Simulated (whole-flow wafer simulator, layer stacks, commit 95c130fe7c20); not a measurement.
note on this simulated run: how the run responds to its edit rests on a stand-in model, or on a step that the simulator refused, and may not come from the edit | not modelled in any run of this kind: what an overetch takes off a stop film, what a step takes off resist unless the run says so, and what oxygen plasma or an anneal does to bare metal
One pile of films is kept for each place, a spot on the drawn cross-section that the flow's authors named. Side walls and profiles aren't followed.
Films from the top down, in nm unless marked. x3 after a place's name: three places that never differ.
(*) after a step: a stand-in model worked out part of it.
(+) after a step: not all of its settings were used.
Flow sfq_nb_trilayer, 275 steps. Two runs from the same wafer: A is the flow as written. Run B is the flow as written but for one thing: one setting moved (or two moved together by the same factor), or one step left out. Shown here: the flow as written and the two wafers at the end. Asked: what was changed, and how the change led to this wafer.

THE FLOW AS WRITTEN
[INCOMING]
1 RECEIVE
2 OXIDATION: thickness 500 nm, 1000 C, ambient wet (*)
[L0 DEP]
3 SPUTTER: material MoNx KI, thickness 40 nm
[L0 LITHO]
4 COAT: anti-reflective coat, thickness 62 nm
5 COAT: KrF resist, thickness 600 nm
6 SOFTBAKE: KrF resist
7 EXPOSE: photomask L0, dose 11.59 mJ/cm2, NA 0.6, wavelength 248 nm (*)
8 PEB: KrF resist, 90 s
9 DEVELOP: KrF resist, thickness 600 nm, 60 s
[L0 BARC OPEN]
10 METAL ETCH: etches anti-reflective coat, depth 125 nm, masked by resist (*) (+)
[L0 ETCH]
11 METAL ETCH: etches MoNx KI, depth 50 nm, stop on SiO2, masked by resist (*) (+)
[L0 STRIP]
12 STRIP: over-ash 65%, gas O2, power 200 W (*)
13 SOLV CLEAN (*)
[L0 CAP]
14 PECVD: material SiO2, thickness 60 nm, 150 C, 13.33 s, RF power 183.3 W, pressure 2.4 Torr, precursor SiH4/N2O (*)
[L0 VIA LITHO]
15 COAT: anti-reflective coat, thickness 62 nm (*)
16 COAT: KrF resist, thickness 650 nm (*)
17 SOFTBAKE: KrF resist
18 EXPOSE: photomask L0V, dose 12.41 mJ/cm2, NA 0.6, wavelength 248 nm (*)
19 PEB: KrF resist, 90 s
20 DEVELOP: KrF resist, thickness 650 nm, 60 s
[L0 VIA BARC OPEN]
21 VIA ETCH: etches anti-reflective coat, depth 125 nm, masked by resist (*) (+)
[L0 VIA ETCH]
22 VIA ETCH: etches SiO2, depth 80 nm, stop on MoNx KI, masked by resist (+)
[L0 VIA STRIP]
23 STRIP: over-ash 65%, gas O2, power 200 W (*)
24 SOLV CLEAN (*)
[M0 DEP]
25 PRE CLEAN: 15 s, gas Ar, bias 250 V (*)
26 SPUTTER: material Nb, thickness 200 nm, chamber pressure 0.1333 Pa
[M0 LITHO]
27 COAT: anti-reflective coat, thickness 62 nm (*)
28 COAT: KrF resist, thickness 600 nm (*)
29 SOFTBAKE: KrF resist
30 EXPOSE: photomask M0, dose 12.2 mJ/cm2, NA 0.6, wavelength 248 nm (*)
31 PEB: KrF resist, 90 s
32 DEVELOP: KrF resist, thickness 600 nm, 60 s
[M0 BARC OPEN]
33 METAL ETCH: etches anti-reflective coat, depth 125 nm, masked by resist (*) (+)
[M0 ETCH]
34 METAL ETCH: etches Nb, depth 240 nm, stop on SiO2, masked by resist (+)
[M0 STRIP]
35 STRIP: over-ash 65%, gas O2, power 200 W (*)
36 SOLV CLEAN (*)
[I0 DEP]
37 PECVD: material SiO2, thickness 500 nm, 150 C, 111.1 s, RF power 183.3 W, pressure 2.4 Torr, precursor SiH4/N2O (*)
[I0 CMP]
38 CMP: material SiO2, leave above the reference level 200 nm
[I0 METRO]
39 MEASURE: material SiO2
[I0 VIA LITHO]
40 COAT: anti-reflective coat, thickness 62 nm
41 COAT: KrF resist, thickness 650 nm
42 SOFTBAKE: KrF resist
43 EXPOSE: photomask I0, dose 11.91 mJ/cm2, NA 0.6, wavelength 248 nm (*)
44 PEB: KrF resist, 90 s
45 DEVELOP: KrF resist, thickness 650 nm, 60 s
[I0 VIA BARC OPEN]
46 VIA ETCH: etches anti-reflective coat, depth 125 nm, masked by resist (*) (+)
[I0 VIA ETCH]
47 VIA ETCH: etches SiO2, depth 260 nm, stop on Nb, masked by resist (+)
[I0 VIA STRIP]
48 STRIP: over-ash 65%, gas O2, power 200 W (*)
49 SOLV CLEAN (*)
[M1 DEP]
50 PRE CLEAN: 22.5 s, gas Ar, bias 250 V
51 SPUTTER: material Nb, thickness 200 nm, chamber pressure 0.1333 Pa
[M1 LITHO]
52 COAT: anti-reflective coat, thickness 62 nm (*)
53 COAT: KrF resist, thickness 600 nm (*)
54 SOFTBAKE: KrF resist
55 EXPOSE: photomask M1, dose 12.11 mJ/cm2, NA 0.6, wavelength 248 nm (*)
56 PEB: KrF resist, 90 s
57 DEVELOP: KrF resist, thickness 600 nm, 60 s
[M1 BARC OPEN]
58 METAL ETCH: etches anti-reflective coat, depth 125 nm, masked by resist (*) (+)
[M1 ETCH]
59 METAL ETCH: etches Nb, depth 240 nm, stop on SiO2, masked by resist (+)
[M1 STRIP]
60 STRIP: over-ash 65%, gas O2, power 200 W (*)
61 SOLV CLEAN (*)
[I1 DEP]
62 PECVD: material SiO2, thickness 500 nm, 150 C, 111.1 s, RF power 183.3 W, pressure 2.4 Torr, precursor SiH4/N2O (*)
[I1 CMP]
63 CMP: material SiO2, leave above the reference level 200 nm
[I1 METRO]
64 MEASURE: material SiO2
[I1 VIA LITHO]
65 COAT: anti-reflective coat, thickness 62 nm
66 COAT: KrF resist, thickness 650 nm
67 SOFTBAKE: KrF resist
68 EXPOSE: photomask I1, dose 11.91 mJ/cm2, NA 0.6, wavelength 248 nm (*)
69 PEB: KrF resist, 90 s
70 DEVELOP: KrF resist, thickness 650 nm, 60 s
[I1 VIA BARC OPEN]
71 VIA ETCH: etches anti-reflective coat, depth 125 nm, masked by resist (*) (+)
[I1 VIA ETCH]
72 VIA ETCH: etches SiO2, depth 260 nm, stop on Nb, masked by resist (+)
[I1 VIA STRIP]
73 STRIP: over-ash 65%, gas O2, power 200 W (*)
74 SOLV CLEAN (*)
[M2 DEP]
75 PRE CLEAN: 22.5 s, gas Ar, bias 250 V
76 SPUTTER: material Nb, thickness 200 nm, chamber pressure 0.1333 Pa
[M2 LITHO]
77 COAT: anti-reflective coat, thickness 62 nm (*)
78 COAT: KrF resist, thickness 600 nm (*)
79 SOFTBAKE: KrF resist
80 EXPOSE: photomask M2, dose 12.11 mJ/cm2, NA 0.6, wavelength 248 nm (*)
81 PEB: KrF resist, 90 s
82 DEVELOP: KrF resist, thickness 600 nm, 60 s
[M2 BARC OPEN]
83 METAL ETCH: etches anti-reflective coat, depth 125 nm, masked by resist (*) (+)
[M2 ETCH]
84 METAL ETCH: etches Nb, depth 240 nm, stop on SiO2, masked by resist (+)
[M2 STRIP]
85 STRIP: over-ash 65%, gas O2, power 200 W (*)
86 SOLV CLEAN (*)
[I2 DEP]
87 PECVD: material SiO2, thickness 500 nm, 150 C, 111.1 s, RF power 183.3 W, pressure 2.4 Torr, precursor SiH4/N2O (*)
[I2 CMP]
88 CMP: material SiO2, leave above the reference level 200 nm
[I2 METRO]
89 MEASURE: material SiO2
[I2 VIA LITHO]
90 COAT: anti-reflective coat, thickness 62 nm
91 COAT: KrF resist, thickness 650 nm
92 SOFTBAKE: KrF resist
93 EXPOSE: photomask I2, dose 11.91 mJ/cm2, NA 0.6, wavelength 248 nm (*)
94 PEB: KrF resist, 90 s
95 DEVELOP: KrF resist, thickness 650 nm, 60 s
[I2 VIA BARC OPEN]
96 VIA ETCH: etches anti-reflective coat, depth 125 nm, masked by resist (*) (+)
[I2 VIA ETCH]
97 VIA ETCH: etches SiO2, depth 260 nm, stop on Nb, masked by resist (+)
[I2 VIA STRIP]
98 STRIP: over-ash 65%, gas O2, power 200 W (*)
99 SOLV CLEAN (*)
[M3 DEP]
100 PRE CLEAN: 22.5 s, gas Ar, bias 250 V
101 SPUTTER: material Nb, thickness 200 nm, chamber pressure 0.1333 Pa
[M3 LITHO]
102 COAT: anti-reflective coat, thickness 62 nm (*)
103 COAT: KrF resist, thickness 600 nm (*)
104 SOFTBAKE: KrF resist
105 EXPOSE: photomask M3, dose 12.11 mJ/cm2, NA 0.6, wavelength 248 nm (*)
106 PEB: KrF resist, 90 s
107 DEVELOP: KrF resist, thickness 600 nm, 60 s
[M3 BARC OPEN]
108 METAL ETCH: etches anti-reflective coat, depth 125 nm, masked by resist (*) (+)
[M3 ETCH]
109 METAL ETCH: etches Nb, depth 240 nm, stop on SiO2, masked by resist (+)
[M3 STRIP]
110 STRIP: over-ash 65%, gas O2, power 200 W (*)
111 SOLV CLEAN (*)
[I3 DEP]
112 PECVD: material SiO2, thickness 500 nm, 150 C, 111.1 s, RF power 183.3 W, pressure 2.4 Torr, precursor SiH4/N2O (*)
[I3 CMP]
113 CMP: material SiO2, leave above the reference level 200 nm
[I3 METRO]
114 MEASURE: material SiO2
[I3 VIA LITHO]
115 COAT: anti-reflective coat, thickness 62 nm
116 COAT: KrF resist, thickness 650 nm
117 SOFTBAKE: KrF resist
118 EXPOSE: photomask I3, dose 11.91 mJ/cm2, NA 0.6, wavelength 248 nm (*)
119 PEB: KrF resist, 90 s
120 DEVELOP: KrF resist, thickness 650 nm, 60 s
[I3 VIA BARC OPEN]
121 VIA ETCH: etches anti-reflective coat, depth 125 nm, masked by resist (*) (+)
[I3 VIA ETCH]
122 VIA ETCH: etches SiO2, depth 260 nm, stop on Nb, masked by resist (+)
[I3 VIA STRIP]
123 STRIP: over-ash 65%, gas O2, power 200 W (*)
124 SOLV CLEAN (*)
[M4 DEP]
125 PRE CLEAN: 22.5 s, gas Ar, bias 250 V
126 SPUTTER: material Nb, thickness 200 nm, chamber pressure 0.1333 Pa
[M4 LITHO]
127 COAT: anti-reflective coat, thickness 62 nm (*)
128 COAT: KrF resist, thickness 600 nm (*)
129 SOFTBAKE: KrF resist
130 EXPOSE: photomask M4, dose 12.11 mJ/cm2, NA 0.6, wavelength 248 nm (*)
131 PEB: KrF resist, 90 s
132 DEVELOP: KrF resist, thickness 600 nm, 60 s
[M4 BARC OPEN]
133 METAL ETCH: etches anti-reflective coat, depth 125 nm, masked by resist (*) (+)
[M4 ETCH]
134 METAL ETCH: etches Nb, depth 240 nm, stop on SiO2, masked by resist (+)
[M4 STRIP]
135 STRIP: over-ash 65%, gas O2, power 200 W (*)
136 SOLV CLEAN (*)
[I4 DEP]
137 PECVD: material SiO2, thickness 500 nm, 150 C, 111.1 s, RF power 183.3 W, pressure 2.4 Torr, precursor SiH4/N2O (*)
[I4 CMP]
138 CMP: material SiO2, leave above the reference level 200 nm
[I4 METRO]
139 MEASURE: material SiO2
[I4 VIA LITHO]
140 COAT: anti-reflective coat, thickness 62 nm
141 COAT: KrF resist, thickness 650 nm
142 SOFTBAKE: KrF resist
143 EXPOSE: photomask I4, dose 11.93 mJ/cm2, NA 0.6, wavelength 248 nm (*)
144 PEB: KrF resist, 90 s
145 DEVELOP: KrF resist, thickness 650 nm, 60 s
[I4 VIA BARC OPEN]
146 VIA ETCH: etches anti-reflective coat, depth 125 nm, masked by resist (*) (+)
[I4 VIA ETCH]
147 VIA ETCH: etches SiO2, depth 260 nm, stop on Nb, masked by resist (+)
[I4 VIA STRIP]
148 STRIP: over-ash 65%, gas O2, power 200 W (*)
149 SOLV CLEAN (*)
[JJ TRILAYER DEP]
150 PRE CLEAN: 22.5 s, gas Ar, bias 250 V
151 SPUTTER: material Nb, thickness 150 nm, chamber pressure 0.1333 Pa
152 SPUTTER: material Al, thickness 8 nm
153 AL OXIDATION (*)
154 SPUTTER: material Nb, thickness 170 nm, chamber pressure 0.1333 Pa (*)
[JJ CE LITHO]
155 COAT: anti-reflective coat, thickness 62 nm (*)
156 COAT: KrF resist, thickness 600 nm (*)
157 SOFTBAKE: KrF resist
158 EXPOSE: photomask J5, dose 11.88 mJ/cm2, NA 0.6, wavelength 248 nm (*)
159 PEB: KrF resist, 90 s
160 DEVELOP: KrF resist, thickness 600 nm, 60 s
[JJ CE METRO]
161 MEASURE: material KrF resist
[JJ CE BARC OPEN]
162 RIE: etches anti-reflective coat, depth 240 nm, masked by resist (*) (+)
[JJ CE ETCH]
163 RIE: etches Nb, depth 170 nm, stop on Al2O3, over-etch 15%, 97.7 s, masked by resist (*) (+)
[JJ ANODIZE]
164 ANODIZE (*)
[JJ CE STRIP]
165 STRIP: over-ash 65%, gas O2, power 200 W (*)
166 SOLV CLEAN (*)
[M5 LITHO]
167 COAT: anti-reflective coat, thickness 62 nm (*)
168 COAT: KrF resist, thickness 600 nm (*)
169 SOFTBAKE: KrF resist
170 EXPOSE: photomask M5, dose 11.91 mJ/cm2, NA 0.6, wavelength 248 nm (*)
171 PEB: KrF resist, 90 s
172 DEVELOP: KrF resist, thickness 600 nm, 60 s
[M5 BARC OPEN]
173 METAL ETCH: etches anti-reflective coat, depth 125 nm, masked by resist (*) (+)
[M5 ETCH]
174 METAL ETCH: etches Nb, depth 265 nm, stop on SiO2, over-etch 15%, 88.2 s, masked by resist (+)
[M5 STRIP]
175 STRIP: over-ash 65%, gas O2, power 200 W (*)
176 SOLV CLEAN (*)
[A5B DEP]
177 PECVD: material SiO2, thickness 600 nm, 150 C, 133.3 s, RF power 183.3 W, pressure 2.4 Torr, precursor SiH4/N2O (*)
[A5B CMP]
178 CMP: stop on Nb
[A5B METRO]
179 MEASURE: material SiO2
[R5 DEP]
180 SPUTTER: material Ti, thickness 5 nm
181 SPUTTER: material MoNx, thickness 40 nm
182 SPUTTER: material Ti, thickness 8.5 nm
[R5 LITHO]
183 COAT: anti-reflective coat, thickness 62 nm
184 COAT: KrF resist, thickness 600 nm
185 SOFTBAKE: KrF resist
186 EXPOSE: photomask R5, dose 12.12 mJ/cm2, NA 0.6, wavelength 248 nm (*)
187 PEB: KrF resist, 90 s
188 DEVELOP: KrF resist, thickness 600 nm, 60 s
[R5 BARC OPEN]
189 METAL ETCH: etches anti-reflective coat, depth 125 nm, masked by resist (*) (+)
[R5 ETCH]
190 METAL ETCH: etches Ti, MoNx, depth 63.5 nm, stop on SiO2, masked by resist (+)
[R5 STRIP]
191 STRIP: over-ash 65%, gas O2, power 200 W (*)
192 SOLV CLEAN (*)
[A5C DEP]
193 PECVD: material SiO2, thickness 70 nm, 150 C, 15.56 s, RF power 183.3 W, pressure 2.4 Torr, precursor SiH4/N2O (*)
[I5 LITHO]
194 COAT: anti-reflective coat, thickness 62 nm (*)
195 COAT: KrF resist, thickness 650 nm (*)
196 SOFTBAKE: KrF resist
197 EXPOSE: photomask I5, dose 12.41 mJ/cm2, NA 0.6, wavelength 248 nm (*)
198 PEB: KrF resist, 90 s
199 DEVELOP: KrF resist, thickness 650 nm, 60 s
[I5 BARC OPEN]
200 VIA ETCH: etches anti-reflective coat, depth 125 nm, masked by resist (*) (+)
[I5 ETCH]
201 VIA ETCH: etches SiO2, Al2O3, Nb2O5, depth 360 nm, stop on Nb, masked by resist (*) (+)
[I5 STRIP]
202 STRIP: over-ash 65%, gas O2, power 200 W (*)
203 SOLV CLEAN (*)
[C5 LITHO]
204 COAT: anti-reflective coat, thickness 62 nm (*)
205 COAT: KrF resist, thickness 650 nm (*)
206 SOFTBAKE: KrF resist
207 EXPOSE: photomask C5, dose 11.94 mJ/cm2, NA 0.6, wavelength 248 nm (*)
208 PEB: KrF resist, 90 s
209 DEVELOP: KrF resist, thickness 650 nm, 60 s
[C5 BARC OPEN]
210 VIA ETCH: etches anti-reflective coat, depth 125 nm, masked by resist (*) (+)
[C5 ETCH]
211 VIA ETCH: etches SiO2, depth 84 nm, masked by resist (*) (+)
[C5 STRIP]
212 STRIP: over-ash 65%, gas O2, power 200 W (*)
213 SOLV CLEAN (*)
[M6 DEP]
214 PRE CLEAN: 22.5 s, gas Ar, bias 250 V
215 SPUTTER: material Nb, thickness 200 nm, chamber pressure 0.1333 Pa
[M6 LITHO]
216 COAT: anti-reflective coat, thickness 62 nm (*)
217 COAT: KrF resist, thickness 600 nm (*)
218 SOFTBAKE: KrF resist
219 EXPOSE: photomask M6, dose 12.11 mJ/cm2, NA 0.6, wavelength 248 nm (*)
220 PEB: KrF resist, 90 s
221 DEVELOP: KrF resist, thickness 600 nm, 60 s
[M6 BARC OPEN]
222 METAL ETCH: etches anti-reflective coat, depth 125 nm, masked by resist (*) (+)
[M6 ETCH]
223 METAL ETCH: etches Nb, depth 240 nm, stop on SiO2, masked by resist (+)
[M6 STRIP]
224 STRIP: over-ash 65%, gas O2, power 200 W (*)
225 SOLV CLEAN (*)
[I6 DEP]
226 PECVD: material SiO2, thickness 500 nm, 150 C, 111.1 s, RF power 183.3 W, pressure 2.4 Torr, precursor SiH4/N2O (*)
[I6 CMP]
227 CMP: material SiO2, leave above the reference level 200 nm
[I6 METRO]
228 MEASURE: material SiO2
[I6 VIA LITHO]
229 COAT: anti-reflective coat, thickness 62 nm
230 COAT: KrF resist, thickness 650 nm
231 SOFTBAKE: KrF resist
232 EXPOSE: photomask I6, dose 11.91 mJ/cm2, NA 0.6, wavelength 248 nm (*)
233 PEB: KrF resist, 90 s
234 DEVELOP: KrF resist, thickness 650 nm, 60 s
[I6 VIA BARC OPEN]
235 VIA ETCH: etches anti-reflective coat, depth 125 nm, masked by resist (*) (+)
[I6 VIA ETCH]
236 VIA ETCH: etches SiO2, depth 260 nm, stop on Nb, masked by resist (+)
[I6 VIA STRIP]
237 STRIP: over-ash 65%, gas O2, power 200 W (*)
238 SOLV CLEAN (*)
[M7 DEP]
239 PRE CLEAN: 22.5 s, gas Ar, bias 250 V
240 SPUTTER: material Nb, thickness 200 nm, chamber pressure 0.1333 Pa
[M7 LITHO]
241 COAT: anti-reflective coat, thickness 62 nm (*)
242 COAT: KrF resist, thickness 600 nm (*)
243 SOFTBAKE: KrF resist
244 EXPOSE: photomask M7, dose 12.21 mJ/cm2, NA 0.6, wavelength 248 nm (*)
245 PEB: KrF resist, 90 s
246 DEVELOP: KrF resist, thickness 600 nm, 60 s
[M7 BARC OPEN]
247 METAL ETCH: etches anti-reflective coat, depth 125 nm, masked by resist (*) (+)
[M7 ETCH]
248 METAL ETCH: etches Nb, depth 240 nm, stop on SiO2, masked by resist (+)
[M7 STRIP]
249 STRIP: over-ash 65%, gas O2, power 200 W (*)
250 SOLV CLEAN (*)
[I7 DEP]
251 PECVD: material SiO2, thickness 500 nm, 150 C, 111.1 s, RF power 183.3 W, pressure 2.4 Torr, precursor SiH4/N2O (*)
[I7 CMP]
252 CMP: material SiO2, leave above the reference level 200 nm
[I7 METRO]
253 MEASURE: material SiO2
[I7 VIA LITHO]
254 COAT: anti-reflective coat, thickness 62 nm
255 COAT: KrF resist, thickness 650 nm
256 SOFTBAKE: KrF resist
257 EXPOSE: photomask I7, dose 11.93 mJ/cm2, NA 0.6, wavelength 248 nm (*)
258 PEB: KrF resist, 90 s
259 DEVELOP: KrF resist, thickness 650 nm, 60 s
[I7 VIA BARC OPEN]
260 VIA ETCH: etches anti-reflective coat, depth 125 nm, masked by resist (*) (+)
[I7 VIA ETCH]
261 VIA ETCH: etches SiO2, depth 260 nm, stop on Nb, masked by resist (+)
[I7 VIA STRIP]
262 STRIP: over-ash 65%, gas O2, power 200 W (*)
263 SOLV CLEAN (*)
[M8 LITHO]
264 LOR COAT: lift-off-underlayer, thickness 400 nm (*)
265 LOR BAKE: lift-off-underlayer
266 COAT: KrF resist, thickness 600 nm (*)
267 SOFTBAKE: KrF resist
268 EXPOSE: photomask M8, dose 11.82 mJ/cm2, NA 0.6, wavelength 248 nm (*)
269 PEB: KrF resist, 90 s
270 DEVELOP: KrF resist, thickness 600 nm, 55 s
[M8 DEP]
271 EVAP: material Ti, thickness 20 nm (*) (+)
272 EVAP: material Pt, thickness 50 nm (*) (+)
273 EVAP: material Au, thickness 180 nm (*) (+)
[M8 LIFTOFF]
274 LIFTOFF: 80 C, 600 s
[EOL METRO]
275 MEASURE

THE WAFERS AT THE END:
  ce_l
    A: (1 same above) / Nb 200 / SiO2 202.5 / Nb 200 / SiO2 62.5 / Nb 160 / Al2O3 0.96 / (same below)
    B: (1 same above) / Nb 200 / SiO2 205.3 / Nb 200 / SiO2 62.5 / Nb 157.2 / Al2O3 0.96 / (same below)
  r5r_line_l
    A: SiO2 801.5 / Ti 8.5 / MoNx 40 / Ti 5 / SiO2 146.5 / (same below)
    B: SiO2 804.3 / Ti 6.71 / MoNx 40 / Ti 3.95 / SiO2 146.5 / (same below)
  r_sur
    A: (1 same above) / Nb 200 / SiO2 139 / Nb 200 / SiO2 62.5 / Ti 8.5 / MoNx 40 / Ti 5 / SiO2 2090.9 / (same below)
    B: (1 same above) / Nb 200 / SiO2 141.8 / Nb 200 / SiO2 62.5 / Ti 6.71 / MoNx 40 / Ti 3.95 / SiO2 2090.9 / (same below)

The cause: step 180, SPUTTER: thickness 3.95 nm was run, where the flow has thickness 5 nm; step 182, SPUTTER: thickness 6.715 nm was run, where the flow has thickness 8.5 nm.
It can be read off the wafer: r5r_line_l has Ti 3.95, and step 180 as written asks for 5 nm.

How the change led to this, step by step:
  180 SPUTTER: material Ti, thickness 5 nm
      field_l, v_sur, via_wl and 103 more: A Ti +5 (new film) | B Ti +3.95 (new film)
  182 SPUTTER: material Ti, thickness 8.5 nm
      field_l, v_sur, via_wl and 103 more: A Ti +8.5 (new film) | B Ti +6.71 (new film)
  190 METAL ETCH: etches Ti, MoNx, depth 63.5 nm, stop on SiO2, masked by resist (+)
      field_l, v_sur, via_wl and 92 more: A Ti -8.5 (all of it), MoNx -40 (all of it), Ti -5 (all of it) | B Ti -6.71 (all of it), MoNx -40 (all of it), Ti -3.95 (all of it)
      ce_l, c5j, ce_r, wl_jj: A Ti -8.5 (all of it), MoNx -40 (all of it), Ti -5 (all of it), Nb -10 | B Ti -6.71 (all of it), MoNx -40 (all of it), Ti -3.95 (all of it), Nb -12.8
